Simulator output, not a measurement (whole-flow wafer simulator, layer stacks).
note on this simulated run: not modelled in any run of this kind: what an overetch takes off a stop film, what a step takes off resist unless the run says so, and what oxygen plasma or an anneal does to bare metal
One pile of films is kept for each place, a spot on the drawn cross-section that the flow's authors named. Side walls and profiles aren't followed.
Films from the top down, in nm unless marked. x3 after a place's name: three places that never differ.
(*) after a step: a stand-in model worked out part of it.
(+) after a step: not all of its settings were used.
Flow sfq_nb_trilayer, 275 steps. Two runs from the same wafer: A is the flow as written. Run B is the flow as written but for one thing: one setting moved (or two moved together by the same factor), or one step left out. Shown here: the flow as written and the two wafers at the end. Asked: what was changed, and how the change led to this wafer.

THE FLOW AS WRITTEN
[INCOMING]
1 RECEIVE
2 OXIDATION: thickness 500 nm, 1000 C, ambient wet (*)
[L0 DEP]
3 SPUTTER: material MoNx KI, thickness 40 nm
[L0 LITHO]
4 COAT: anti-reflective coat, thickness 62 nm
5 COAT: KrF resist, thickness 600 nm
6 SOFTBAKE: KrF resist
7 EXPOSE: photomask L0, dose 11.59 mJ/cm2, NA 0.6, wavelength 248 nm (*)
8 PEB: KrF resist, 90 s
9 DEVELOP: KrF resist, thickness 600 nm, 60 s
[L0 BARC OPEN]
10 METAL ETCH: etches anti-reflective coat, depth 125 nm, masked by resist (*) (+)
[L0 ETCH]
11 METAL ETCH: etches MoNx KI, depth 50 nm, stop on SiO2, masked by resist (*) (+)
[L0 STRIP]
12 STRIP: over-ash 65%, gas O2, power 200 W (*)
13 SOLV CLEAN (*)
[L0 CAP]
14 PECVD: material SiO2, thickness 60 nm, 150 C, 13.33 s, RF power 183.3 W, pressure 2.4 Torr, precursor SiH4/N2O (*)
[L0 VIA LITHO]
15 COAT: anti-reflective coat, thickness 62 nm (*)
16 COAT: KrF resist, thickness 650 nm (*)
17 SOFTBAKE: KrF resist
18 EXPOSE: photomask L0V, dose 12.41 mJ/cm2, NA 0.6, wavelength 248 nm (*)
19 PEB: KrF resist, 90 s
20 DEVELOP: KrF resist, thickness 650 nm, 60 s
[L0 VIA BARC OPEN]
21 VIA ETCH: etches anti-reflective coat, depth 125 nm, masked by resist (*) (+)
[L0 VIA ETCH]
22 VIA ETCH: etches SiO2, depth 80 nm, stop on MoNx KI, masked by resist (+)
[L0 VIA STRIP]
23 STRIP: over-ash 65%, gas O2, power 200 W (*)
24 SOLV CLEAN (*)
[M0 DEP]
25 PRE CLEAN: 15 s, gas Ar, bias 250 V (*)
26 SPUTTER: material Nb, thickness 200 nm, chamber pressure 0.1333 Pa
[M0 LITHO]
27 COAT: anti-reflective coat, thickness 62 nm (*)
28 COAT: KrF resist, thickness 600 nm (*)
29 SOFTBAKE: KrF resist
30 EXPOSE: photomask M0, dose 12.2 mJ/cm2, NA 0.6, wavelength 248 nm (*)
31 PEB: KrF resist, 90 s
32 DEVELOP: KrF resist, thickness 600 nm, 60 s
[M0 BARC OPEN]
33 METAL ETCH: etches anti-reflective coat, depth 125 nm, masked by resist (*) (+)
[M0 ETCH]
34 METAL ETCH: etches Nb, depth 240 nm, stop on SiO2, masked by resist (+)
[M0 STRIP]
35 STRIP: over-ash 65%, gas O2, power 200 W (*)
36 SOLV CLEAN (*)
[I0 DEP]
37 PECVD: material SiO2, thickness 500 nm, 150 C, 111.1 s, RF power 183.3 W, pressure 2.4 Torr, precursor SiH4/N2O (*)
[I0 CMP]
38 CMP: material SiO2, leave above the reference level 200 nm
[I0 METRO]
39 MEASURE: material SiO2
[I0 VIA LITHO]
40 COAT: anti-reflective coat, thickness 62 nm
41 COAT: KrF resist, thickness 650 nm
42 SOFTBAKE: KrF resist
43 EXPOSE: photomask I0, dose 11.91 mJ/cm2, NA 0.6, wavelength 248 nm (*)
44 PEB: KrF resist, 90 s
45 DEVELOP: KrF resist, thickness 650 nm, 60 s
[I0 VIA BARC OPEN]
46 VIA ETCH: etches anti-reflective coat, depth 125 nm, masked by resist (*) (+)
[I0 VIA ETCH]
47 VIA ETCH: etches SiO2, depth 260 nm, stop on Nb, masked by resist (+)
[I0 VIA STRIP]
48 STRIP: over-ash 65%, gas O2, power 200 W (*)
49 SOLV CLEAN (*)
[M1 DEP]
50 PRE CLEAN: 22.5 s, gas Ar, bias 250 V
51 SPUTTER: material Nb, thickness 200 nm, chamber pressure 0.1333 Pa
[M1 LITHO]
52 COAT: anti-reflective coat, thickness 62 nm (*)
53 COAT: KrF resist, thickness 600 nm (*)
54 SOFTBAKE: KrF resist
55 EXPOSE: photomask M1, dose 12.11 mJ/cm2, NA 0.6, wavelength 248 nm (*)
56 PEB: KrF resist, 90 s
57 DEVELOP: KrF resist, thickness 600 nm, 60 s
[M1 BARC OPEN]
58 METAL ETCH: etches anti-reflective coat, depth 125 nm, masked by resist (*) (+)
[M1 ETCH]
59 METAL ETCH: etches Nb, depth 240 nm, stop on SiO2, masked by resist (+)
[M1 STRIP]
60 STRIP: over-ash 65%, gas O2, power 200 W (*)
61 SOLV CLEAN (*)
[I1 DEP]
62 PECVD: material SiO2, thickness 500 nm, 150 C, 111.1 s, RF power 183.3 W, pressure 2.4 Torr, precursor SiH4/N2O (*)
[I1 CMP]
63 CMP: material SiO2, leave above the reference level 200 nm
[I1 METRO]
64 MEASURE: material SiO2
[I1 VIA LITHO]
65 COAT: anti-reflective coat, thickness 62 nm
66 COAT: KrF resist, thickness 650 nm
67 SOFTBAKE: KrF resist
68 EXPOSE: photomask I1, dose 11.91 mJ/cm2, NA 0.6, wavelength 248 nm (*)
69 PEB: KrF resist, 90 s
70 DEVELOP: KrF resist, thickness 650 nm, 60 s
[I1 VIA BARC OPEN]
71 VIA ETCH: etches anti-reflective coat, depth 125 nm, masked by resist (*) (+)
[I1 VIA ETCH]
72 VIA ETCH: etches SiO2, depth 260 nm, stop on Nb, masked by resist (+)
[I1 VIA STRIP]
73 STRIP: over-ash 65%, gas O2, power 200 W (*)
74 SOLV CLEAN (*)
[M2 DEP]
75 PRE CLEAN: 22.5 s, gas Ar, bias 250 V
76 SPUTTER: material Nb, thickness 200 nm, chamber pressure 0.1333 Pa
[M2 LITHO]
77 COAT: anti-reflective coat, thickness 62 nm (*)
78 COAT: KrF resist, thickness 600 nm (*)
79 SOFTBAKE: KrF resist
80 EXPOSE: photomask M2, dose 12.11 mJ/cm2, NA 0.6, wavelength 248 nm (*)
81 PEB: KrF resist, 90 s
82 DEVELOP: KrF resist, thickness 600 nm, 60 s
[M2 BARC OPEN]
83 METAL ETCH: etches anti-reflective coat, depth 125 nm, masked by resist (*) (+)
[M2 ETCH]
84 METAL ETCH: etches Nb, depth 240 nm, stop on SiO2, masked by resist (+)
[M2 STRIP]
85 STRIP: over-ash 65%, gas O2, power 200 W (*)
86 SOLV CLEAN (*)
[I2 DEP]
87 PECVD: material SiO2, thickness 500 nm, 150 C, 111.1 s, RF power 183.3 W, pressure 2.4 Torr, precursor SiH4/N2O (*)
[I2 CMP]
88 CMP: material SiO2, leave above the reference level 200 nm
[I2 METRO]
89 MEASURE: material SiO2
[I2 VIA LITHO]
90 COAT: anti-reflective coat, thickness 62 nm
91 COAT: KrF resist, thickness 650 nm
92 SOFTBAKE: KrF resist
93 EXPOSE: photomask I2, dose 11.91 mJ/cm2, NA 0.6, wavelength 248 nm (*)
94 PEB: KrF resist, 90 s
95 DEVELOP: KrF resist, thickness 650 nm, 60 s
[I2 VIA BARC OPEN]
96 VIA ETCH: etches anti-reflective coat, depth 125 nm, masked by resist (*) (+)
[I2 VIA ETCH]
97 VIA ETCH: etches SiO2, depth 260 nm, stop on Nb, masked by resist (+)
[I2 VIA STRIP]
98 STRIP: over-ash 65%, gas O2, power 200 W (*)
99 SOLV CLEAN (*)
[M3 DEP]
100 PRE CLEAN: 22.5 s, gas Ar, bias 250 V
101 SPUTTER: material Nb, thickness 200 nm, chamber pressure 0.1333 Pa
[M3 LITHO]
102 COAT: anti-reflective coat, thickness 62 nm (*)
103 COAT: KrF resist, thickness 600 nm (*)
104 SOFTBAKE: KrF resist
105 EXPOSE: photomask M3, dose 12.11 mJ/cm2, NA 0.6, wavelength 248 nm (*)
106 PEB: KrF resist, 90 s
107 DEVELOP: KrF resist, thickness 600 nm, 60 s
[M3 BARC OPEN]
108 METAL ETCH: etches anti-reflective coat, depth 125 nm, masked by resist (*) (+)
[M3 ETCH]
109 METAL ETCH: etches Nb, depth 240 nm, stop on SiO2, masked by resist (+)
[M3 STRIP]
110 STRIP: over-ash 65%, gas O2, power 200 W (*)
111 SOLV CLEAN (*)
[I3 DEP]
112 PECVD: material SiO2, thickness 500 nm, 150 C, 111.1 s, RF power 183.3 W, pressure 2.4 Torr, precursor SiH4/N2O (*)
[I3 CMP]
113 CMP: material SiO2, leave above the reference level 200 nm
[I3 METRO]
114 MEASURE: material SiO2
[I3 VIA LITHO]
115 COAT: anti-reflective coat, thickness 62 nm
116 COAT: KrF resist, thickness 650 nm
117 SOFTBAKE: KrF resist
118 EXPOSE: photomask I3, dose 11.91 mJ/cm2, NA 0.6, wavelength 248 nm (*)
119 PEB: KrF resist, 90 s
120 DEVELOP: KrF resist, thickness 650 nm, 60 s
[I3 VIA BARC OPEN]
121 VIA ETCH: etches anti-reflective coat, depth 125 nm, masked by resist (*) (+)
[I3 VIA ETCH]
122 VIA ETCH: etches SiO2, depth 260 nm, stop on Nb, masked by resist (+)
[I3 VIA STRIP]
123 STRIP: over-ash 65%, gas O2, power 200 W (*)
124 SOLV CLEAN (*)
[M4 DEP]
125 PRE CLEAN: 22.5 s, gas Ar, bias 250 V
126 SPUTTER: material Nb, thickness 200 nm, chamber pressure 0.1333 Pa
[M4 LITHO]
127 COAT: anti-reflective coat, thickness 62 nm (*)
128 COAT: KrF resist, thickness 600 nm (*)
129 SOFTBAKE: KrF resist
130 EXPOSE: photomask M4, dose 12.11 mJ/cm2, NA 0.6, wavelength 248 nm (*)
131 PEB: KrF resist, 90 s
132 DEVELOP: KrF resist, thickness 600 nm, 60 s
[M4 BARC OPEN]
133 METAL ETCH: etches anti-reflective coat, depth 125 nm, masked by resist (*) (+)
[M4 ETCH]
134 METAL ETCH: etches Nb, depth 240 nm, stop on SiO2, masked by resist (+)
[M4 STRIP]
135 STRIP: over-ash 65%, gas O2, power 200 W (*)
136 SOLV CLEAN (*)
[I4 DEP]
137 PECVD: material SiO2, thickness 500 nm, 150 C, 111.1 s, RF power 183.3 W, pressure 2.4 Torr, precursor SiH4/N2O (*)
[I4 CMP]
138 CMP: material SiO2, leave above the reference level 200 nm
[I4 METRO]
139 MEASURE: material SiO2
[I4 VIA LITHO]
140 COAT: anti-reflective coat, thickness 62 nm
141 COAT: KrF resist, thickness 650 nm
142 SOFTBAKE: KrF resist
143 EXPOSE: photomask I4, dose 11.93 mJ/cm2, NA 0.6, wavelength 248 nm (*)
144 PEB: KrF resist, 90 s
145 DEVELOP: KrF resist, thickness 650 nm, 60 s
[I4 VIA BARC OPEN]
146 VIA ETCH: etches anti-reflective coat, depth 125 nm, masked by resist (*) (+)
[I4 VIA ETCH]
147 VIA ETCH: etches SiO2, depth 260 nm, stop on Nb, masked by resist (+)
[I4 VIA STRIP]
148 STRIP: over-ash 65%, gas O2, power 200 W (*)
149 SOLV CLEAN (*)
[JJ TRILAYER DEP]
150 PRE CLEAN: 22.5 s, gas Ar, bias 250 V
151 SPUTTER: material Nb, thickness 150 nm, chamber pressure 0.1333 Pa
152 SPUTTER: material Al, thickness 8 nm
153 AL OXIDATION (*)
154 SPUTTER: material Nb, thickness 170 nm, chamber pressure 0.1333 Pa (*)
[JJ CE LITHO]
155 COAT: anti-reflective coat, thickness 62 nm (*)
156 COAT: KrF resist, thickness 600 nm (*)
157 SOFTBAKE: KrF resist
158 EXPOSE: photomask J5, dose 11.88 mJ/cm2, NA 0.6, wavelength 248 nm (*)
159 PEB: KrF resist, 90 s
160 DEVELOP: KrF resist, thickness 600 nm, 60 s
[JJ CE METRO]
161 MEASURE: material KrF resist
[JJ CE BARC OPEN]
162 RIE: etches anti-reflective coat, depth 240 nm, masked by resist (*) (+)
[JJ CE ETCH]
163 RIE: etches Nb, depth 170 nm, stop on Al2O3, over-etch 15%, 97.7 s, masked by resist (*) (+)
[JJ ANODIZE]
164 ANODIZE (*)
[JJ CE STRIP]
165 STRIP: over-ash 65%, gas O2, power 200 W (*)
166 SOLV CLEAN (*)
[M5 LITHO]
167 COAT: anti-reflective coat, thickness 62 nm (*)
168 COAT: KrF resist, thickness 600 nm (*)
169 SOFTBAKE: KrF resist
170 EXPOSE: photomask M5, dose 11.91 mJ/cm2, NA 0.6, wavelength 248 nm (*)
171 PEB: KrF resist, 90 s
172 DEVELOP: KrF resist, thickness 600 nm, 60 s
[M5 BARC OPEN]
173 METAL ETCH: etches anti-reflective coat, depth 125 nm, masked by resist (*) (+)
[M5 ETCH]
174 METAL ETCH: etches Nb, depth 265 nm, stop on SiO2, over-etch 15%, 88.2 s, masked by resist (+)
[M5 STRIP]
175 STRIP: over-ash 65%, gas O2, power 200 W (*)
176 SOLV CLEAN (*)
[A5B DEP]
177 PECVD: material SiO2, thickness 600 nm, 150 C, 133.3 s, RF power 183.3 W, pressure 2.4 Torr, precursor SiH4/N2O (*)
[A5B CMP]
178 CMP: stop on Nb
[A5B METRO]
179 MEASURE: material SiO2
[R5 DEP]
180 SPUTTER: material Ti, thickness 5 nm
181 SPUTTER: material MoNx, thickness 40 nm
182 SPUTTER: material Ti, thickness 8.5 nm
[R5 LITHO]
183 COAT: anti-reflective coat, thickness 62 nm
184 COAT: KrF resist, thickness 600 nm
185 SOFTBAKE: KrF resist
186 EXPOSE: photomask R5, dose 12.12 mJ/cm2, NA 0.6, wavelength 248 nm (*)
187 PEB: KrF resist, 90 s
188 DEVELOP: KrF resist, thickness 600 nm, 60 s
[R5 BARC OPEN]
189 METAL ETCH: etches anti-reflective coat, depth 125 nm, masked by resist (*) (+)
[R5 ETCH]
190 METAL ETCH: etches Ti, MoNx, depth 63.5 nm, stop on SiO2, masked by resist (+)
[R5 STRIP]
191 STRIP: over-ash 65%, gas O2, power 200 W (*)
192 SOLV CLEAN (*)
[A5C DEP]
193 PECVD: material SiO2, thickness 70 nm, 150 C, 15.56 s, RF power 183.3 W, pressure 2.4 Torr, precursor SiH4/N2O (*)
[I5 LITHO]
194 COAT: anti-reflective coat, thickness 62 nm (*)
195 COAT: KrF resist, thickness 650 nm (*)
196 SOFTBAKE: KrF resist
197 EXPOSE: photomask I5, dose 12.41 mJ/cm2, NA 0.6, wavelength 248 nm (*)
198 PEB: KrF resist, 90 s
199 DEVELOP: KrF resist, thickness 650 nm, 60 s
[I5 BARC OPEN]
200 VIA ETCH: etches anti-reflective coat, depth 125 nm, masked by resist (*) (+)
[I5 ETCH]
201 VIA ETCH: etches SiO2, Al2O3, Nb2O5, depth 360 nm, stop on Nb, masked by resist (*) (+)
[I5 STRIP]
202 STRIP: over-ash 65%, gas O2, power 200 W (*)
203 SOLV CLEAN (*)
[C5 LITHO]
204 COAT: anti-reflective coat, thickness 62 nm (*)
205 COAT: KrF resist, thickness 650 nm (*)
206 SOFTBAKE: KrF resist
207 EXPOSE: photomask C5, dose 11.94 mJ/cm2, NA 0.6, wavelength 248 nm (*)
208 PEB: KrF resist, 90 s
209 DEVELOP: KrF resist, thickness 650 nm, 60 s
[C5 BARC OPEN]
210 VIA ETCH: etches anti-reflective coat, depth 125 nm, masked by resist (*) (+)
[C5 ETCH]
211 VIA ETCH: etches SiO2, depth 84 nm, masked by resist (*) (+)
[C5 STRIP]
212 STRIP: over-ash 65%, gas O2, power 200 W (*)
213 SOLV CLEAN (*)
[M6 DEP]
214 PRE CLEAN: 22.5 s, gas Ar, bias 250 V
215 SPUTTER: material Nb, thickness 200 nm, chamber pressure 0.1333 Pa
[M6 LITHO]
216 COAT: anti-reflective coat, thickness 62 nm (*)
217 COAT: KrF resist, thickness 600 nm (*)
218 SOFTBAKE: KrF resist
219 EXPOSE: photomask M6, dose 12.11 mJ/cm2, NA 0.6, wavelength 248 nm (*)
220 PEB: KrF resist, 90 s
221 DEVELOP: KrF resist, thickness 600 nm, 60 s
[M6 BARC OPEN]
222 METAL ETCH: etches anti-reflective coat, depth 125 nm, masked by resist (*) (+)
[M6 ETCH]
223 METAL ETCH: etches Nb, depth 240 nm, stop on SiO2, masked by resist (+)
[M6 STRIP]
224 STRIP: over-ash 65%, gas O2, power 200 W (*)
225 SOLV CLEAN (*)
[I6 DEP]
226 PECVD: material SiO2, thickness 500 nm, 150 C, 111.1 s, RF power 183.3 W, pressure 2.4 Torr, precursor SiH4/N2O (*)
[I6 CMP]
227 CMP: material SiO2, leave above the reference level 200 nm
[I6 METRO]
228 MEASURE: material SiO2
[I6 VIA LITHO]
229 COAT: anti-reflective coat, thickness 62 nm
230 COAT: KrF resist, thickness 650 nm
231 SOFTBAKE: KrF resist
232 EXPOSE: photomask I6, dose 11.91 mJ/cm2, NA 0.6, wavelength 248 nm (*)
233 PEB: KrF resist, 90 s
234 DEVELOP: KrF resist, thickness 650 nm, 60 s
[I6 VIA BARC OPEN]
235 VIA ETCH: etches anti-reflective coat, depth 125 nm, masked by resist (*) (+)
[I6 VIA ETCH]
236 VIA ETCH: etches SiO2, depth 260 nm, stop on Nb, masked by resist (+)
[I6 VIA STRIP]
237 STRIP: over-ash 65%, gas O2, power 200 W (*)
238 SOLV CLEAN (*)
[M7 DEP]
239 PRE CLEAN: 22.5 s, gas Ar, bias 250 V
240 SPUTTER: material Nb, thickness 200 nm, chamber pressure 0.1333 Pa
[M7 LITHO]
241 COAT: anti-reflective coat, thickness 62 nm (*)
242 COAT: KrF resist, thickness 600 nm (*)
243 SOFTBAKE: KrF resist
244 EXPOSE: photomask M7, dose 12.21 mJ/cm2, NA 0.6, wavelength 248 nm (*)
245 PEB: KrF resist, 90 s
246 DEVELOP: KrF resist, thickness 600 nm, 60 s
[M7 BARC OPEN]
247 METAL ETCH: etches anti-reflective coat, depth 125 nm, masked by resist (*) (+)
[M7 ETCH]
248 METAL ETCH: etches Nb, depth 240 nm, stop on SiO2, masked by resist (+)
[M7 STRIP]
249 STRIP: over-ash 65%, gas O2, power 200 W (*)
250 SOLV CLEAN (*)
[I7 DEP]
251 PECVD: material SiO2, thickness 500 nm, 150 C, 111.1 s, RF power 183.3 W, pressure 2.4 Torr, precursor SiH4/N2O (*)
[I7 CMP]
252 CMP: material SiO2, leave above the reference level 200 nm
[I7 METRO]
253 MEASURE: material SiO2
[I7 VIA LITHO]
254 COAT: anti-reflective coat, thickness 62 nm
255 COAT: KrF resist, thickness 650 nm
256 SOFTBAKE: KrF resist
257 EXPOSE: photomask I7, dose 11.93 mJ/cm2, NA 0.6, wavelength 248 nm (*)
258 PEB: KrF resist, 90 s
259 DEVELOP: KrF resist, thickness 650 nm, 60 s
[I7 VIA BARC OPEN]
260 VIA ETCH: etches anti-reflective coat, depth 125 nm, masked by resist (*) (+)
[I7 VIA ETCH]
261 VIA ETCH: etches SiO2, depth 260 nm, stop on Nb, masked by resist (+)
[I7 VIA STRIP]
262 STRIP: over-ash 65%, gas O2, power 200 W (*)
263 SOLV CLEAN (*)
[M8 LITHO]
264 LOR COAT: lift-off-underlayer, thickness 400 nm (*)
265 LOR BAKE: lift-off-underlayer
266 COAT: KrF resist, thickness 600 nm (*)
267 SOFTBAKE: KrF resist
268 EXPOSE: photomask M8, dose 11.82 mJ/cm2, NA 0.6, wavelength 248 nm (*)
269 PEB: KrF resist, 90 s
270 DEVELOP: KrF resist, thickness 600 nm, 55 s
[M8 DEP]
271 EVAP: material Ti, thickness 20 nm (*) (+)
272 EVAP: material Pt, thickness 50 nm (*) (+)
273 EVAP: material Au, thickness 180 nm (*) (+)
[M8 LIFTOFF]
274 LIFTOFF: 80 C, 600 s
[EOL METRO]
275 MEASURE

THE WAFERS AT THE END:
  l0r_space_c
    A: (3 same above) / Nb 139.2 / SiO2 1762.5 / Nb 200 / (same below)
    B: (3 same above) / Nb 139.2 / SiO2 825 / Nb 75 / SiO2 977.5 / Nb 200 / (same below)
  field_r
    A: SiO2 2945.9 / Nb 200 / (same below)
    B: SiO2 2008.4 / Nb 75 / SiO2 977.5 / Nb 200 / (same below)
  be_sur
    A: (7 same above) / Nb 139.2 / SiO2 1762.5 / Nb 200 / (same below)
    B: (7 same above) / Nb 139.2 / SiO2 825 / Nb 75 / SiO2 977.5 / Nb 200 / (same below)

The cause: step 101, SPUTTER: thickness 315 nm was run, where the flow has thickness 200 nm.

How the change led to this, step by step:
  101 SPUTTER: material Nb, thickness 200 nm, chamber pressure 0.1333 Pa
      field_l, v_sur, via_wl and 102 more: A Nb +200 (new film) | B Nb +315 (new film)
      via_w: A Nb +165.5 | B Nb +262.5
  102 COAT: anti-reflective coat, thickness 62 nm (*)
      via_wl: A anti-reflective coat +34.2 (new film) | B anti-reflective coat +33.3 (new film)
      via_w: A anti-reflective coat +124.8 (new film) | B anti-reflective coat +127.9 (new film)
  109 METAL ETCH: etches Nb, depth 240 nm, stop on SiO2, masked by resist (+)
      field_l, be, be_sur and 72 more: A Nb -200 (all of it) | B Nb -240
  110 STRIP: over-ash 65%, gas O2, power 200 W (*)
      via_wl: A KrF resist -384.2 (all of it), anti-reflective coat -34.2 (all of it) | B KrF resist -383.1 (all of it), anti-reflective coat -33.3 (all of it)
      via_w: A KrF resist -520 (all of it), anti-reflective coat -124.8 (all of it) | B KrF resist -532.2 (all of it), anti-reflective coat -127.9 (all of it)
  112 PECVD: material SiO2, thickness 500 nm, 150 C, 111.1 s, RF power 183.3 W, pressure 2.4 Torr, precursor SiH4/N2O (*)
      field_l, be, be_sur and 64 more: A SiO2 +500 | B SiO2 +500 (new film)
      p4_g1, p4_g2, p3_s0, p3_s1, p3_s2, p3_s3, p3_s4, p3_s5: A SiO2 +557.1 | B SiO2 +597.1 (new film)
  113 CMP: material SiO2, leave above the reference level 200 nm
      field_l, be, be_sur and 64 more: A SiO2 -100 | B SiO2 -60
      via_w: A SiO2 -181.6 | B SiO2 -157.1
Counting metal films that touch as one body, l0r_space_c has 3 bodies (between them, from the top down: SiO2 825; SiO2 977.5); the flow as written gives 2 bodies (between them, from the top down: SiO2 1762.5).
Counting metal films that touch as one body, field_r has 2 bodies (between them, from the top down: SiO2 977.5); the flow as written gives 1 body.
Counting metal films that touch as one body, be_sur has 5 bodies (between them, from the top down: SiO2 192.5; SiO2 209 / Al2O3 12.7 / Nb2O5 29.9; SiO2 825; SiO2 977.5); the flow as written gives 4 bodies (between them, from the top down: SiO2 192.5; SiO2 209 / Al2O3 12.7 / Nb2O5 29.9; SiO2 1762.5).
